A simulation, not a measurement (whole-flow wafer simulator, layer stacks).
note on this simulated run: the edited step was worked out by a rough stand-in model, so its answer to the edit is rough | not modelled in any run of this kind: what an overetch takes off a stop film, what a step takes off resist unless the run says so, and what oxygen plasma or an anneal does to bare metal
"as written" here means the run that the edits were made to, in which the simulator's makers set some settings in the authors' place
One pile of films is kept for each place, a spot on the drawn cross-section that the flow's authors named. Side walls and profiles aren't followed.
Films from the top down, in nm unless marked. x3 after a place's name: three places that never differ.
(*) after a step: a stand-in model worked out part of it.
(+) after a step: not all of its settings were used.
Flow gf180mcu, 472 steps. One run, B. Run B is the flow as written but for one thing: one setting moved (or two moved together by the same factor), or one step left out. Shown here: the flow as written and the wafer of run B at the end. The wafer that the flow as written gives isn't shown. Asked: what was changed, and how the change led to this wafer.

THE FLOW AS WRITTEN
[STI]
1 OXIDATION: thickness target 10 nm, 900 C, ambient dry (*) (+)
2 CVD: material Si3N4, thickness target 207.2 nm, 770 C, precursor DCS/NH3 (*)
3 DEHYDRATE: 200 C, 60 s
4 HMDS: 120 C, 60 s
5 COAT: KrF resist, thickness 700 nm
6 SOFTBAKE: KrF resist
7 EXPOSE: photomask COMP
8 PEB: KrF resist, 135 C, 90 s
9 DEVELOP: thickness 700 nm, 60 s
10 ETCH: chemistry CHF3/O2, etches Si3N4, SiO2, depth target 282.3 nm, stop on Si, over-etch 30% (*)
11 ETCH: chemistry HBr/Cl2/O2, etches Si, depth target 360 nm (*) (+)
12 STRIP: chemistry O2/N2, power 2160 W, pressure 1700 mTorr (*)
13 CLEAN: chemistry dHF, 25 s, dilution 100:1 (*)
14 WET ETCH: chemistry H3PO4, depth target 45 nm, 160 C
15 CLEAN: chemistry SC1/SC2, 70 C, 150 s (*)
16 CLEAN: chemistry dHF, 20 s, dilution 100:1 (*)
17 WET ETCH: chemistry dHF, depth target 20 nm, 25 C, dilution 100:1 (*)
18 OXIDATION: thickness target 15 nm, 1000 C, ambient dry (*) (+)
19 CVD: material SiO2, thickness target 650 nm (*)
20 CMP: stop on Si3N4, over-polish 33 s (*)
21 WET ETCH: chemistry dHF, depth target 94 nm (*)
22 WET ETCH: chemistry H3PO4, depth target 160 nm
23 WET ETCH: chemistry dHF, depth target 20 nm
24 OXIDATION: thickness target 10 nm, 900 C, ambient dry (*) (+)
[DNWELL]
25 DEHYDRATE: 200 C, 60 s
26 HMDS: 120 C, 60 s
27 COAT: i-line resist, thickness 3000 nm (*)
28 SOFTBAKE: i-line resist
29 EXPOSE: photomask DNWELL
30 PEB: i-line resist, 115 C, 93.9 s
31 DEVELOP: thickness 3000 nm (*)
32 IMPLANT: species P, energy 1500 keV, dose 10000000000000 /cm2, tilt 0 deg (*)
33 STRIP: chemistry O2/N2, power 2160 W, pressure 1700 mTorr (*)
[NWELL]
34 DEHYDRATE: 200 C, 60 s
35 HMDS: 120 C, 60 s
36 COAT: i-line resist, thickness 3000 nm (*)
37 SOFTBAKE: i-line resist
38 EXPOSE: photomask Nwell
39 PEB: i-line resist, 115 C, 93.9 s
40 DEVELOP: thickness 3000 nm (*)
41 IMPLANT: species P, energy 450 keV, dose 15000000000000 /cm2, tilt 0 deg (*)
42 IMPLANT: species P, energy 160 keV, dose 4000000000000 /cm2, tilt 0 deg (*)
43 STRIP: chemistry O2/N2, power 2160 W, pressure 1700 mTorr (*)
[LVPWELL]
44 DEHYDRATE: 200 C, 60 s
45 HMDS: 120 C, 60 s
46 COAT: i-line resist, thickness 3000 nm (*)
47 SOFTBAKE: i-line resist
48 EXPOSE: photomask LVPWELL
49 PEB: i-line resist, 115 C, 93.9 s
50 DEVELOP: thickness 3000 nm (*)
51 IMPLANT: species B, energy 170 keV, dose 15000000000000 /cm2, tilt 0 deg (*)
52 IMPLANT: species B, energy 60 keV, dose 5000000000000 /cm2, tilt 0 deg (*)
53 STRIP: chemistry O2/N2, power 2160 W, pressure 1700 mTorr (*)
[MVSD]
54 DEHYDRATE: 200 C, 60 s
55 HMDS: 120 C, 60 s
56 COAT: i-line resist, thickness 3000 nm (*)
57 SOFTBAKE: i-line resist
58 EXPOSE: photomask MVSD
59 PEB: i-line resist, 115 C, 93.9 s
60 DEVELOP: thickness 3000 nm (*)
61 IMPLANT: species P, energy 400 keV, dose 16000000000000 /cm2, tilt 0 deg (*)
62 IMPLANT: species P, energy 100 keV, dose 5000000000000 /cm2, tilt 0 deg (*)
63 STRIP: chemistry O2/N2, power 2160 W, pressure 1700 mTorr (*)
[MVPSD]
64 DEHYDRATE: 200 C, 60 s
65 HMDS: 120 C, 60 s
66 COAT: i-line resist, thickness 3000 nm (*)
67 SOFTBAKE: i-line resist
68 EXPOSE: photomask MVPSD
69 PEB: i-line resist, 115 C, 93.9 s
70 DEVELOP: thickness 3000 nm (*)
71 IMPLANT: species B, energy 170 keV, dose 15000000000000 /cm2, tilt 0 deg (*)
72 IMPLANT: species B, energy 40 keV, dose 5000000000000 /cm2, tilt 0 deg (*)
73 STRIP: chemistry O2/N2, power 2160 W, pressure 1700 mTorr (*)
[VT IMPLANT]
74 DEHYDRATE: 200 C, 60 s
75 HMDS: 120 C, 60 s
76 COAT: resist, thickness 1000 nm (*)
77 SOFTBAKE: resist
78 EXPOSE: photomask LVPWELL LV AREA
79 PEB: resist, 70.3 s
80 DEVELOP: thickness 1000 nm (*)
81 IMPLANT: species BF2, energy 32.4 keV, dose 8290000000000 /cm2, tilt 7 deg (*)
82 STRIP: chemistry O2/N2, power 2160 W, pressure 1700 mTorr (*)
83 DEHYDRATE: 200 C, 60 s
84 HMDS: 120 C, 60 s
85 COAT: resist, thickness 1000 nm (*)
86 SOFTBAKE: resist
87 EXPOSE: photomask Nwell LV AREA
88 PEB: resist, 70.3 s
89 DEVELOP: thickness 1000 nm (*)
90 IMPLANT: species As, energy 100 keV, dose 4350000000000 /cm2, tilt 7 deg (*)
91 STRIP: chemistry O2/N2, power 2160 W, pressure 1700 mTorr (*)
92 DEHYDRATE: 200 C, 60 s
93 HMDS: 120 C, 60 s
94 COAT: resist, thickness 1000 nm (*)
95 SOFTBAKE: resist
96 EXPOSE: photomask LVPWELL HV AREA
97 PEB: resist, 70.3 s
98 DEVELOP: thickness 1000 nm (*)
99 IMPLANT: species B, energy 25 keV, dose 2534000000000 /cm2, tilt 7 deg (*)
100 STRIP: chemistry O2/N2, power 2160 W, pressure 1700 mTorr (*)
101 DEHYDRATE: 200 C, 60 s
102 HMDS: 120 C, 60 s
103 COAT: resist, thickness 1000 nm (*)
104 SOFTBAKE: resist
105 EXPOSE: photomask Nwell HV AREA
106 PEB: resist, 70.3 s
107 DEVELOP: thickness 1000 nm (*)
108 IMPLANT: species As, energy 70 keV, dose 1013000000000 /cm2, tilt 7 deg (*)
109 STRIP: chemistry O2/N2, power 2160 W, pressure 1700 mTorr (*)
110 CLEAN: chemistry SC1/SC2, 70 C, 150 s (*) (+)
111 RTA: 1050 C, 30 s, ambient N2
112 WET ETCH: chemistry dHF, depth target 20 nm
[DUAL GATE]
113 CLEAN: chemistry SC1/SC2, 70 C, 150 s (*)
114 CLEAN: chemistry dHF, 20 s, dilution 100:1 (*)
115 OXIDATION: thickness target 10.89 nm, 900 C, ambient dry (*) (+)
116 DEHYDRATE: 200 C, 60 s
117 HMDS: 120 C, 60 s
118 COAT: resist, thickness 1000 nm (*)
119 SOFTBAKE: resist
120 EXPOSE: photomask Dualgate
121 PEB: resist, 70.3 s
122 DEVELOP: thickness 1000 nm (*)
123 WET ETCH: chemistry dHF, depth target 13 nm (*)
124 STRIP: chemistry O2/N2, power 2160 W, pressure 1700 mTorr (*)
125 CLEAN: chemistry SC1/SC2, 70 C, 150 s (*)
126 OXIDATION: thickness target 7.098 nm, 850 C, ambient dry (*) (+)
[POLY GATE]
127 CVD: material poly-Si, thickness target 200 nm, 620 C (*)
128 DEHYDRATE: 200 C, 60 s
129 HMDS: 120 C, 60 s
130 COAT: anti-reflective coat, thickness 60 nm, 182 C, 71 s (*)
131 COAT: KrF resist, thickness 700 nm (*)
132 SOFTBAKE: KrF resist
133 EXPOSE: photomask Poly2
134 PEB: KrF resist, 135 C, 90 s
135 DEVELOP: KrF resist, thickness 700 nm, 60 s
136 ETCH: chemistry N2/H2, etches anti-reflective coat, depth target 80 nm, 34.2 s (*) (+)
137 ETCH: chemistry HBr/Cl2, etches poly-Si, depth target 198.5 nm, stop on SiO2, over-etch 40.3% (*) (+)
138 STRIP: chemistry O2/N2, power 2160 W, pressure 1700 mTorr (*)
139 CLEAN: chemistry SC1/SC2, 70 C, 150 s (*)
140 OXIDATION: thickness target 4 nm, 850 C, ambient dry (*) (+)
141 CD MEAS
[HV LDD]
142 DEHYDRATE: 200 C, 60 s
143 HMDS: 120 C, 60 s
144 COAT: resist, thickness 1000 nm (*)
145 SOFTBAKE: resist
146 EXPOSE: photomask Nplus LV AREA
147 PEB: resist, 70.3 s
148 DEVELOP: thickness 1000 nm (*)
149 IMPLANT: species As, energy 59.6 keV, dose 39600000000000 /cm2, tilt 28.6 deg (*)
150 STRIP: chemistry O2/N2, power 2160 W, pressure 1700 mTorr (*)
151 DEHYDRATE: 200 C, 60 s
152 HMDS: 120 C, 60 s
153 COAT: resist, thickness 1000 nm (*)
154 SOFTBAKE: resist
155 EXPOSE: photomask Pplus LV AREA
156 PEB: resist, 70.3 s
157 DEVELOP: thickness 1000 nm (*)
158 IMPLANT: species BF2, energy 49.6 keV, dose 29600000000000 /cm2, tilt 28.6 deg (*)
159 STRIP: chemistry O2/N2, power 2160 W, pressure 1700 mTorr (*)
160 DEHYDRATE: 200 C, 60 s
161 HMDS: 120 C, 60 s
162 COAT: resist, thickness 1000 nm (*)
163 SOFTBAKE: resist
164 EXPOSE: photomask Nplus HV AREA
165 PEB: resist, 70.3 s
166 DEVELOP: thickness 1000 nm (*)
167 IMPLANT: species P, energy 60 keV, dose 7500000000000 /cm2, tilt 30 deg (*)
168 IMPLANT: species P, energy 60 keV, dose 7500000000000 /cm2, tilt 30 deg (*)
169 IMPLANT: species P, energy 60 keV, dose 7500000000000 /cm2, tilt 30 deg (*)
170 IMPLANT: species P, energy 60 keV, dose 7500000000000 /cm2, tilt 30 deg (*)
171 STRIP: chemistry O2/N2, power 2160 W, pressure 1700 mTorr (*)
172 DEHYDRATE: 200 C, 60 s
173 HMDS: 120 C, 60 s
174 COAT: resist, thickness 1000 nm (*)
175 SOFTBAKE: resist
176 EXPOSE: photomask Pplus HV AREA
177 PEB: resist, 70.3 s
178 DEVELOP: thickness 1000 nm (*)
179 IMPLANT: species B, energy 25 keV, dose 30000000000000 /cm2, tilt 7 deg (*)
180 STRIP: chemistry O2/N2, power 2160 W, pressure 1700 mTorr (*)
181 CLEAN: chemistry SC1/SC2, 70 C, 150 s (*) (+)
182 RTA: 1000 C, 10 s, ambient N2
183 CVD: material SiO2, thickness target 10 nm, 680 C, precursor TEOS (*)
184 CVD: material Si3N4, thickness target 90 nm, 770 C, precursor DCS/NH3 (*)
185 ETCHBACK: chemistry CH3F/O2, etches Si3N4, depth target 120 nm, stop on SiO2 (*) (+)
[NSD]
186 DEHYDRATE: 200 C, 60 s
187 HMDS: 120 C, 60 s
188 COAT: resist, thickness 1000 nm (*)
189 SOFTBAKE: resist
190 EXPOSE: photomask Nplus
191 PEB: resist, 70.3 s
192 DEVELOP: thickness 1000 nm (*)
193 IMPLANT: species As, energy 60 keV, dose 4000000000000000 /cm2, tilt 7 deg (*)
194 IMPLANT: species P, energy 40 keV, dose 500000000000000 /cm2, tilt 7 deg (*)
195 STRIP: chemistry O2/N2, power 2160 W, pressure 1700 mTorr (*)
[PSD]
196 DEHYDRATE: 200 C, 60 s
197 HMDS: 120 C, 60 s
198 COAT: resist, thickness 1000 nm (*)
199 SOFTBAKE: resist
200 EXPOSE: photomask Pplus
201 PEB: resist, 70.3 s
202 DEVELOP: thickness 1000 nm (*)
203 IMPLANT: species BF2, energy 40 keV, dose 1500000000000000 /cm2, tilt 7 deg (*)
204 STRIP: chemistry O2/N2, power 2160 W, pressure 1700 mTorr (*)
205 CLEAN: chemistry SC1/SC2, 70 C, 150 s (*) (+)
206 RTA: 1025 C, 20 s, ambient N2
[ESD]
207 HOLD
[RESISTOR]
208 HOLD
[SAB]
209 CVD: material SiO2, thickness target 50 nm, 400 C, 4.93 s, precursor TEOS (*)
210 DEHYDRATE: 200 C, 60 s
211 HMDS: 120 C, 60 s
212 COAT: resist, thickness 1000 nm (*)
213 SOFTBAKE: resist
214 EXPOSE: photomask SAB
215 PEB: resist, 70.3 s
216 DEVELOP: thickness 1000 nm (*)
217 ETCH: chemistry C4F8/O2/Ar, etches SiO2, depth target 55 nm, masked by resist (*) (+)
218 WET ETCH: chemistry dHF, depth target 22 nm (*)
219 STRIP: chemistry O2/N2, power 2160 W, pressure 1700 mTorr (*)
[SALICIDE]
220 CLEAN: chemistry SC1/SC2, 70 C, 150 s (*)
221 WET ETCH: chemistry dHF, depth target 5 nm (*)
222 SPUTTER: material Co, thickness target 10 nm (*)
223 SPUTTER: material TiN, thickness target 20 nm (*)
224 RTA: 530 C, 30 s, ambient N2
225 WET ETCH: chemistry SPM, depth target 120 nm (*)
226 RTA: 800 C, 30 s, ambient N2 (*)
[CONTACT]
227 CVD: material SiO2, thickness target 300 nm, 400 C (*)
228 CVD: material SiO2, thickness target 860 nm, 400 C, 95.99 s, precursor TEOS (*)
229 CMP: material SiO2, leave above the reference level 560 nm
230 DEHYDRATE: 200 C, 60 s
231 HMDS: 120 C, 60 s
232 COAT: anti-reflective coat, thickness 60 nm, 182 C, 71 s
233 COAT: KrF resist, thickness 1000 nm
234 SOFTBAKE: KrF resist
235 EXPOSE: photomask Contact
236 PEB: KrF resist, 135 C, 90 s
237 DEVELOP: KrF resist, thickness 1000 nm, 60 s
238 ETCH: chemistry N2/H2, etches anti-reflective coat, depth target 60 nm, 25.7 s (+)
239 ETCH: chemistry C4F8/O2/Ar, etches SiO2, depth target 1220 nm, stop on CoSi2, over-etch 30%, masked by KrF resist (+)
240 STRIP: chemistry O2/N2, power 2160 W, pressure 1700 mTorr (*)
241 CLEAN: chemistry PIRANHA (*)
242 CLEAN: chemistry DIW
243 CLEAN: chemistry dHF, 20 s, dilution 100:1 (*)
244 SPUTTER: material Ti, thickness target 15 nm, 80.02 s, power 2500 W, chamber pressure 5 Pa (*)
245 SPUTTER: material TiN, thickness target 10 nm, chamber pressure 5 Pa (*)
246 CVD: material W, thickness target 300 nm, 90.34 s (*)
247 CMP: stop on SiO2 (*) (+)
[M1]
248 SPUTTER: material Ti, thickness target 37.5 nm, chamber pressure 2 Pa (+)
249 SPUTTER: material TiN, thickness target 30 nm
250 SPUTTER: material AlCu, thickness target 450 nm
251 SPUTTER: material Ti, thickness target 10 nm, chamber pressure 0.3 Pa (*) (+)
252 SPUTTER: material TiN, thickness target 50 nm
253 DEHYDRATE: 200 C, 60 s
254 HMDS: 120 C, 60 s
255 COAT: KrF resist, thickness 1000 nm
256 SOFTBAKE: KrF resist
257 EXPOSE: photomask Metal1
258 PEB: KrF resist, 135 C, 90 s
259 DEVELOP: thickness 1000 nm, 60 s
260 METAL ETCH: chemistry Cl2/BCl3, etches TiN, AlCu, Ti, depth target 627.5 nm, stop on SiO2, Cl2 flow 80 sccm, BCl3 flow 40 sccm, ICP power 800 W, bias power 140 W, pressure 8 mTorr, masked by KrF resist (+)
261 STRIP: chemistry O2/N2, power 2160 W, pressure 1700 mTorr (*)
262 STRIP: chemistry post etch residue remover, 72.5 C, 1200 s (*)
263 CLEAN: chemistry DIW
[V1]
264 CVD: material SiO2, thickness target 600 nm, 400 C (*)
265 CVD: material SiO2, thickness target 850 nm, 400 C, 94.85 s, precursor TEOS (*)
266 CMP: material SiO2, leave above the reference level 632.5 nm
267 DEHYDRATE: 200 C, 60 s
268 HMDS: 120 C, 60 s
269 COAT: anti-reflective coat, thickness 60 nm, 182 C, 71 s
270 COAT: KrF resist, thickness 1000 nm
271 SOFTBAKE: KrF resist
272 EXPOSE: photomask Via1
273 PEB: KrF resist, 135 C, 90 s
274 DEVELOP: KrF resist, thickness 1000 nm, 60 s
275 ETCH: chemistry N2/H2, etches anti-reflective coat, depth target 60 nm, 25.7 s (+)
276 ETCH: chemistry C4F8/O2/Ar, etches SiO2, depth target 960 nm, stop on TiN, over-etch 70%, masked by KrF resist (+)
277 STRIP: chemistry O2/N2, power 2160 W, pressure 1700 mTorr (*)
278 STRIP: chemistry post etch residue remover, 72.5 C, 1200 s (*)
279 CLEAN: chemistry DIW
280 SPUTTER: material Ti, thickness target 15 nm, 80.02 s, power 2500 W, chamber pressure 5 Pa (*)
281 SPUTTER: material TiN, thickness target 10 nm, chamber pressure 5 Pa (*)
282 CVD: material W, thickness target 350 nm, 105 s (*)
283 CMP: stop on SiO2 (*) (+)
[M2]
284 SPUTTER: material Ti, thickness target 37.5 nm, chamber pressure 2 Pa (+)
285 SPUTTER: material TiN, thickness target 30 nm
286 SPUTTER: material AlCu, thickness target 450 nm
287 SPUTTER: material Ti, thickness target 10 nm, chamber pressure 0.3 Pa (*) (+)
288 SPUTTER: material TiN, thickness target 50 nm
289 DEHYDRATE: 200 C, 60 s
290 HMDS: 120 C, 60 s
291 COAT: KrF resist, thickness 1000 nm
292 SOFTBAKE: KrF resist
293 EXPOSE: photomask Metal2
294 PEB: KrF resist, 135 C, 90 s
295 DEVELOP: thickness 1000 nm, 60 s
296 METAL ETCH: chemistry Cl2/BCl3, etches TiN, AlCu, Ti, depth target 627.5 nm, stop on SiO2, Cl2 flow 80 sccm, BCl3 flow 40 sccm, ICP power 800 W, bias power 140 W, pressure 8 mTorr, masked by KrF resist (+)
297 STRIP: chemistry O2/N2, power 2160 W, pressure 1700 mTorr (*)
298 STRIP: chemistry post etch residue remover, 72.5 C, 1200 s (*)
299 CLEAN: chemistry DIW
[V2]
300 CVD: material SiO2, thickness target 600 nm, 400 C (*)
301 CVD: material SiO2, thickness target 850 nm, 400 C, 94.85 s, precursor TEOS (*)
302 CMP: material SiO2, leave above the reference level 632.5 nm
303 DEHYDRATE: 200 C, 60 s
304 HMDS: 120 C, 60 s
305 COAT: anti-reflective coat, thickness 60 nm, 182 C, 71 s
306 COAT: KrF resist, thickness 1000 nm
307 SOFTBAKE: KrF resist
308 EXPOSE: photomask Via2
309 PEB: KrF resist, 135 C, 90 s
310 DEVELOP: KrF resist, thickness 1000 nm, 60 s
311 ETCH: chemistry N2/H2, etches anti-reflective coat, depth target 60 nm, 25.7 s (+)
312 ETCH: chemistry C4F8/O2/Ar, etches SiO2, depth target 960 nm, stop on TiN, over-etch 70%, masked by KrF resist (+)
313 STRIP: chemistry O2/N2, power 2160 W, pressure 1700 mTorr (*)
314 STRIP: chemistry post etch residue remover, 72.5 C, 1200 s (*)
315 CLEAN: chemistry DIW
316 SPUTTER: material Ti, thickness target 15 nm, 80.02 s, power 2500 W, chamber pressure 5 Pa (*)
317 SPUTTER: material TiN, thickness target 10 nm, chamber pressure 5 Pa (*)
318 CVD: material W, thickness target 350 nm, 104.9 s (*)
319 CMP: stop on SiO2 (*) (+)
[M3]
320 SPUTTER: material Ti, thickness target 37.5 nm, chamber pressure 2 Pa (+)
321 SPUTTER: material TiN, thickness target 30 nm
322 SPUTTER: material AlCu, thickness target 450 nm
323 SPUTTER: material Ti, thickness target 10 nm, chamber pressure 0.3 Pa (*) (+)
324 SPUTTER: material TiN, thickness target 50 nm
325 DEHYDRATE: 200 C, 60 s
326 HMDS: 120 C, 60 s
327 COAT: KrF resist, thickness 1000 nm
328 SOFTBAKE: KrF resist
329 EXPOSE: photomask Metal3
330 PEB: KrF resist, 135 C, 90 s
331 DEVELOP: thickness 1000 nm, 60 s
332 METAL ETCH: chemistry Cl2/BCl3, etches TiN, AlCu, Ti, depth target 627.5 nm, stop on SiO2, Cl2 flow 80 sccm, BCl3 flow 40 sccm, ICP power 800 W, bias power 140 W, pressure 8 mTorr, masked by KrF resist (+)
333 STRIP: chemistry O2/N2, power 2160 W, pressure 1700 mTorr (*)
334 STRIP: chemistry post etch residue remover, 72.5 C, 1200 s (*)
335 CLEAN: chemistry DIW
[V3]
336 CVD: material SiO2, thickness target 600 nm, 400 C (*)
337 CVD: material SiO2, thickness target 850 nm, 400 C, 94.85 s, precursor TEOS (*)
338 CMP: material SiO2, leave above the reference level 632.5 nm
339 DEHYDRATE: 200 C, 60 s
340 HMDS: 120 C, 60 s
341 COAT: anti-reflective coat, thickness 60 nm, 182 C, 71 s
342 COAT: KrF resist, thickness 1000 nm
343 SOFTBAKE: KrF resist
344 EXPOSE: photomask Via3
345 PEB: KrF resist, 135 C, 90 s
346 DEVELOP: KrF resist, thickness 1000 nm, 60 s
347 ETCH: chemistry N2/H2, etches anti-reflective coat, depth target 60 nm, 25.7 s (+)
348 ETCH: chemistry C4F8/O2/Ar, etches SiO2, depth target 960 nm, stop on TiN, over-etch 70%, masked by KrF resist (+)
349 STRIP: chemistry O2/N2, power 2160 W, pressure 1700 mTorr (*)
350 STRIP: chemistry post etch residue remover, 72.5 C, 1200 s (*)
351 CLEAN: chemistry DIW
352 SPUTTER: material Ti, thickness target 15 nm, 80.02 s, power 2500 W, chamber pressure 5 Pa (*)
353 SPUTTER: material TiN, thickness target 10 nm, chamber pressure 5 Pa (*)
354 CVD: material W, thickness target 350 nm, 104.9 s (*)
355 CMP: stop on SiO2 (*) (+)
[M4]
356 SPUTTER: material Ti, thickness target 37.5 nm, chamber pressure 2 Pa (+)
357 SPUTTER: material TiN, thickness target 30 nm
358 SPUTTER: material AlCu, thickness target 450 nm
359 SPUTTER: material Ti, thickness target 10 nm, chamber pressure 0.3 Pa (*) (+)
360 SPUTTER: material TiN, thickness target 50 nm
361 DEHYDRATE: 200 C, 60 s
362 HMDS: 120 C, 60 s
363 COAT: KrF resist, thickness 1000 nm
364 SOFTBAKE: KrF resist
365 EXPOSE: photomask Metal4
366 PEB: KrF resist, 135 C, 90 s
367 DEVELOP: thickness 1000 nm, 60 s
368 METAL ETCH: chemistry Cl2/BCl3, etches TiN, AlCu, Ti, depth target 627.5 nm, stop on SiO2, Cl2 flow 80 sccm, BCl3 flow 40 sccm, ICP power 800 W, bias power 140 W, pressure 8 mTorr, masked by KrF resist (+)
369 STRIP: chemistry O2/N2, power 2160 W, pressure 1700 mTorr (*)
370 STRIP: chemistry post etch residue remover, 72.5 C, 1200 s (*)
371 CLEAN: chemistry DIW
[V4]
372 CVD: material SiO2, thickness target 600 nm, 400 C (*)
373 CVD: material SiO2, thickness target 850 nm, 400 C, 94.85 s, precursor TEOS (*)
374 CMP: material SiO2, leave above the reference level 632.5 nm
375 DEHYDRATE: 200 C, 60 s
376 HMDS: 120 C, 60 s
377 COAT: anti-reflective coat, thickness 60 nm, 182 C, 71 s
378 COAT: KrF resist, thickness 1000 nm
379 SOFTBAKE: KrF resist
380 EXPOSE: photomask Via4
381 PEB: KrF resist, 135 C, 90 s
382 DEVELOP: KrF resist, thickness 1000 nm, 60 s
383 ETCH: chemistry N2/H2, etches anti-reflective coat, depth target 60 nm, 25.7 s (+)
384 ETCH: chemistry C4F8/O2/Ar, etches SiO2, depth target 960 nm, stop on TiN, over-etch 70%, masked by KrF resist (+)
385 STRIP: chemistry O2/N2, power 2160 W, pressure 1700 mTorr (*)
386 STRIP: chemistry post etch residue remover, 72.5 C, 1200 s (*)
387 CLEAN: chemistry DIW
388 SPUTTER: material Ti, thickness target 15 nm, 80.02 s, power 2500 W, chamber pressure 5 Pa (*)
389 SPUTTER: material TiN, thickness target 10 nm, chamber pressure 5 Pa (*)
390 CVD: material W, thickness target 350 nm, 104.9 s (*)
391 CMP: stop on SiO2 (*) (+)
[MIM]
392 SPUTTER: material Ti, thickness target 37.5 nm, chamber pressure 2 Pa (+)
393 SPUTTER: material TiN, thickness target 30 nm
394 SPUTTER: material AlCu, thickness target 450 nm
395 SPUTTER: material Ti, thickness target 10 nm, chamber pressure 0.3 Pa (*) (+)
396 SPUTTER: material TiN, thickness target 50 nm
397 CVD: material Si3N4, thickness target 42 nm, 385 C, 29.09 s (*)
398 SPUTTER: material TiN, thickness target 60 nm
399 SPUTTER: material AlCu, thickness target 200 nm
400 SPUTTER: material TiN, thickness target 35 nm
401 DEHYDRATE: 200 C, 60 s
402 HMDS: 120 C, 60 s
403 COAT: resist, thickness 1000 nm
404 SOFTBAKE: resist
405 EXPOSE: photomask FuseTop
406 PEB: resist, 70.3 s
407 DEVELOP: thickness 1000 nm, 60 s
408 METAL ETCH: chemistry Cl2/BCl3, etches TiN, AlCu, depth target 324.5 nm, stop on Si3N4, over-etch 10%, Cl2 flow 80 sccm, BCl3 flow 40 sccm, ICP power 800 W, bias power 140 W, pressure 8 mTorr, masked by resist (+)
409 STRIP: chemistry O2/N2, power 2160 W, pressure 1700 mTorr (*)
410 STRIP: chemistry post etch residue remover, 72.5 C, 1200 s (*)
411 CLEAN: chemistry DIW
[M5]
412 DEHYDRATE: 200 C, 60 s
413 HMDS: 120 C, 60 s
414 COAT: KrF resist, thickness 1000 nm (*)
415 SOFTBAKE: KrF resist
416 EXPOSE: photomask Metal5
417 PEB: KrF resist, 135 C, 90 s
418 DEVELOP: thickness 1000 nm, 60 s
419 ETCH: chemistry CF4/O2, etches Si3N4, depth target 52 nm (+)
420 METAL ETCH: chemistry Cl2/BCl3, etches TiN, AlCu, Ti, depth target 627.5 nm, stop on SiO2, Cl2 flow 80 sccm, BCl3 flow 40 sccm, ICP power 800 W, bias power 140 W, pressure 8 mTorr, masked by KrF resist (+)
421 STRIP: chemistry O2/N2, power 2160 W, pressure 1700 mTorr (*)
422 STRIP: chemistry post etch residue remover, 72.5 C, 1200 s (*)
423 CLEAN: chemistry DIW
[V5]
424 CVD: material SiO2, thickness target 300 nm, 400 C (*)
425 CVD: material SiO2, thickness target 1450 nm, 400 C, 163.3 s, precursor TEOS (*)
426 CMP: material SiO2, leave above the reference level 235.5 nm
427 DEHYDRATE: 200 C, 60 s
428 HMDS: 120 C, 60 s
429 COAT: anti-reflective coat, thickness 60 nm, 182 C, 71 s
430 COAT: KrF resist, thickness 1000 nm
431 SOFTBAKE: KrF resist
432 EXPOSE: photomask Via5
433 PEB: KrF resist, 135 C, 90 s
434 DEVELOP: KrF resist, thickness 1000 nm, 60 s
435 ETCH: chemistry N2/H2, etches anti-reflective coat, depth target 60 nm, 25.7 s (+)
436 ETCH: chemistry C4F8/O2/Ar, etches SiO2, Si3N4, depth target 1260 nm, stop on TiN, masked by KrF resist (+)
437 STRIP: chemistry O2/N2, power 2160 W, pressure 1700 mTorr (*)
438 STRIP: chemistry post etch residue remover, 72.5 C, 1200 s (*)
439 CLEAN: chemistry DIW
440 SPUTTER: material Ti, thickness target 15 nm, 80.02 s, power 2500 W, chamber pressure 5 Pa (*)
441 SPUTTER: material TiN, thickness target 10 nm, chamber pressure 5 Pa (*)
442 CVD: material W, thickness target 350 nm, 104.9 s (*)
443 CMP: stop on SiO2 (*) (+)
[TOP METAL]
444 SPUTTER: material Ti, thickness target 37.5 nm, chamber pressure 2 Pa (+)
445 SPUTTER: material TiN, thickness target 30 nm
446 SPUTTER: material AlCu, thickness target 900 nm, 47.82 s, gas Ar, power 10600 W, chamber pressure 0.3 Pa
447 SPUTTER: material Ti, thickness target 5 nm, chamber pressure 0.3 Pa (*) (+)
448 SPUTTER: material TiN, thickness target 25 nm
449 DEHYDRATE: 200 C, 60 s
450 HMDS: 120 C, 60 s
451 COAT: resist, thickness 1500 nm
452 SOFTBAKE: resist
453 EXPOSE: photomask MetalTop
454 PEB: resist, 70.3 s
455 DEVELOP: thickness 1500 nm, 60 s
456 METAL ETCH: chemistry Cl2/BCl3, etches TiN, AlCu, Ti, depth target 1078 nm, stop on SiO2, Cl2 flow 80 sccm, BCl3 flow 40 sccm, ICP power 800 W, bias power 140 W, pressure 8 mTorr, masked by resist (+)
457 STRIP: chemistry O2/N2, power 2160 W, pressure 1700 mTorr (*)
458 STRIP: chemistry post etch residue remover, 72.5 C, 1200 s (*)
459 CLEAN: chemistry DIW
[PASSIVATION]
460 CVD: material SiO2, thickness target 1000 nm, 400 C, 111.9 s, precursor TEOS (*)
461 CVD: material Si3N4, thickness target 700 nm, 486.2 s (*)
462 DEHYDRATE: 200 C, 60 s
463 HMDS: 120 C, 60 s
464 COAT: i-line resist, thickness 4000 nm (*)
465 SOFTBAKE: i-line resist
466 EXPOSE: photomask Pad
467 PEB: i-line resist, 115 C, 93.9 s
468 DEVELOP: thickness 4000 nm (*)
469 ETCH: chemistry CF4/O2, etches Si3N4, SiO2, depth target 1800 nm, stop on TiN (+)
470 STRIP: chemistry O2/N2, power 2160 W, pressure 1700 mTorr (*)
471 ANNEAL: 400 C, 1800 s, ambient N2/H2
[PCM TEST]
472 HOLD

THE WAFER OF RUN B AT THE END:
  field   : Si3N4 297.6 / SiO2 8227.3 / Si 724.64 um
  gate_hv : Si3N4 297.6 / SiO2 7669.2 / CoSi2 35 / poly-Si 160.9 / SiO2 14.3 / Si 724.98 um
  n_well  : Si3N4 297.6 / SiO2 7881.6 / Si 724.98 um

The cause: step 461, CVD: thickness target 298 nm was run, where the flow has thickness target 700 nm; step 461, CVD: 206.6 s was run, where the flow has 486.2 s.

How the change led to this, step by step:
  461 CVD: material Si3N4, thickness target 700 nm, 486.2 s (*)
      field, field__w1, field__w2 and 109 more: Si3N4 +297.6 (new film) (as written it would be: Si3N4 +700 (new film))
  465 SOFTBAKE: i-line resist
      ld_acc_p, ld_fp_p, ld_drift_p: i-line resist +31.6 (as written it would be: i-line resist +33.8)
      field__w11, field__w13: i-line resist +35.5 (as written it would be: i-line resist +37.6)
      (and at 54 more places)
  469 ETCH: chemistry CF4/O2, etches Si3N4, SiO2, depth target 1800 nm, stop on TiN (+)
      pad: Si3N4 -297.6 (all of it), SiO2 -1000 (all of it) (as written it would be: Si3N4 -700 (all of it), SiO2 -1000 (all of it))
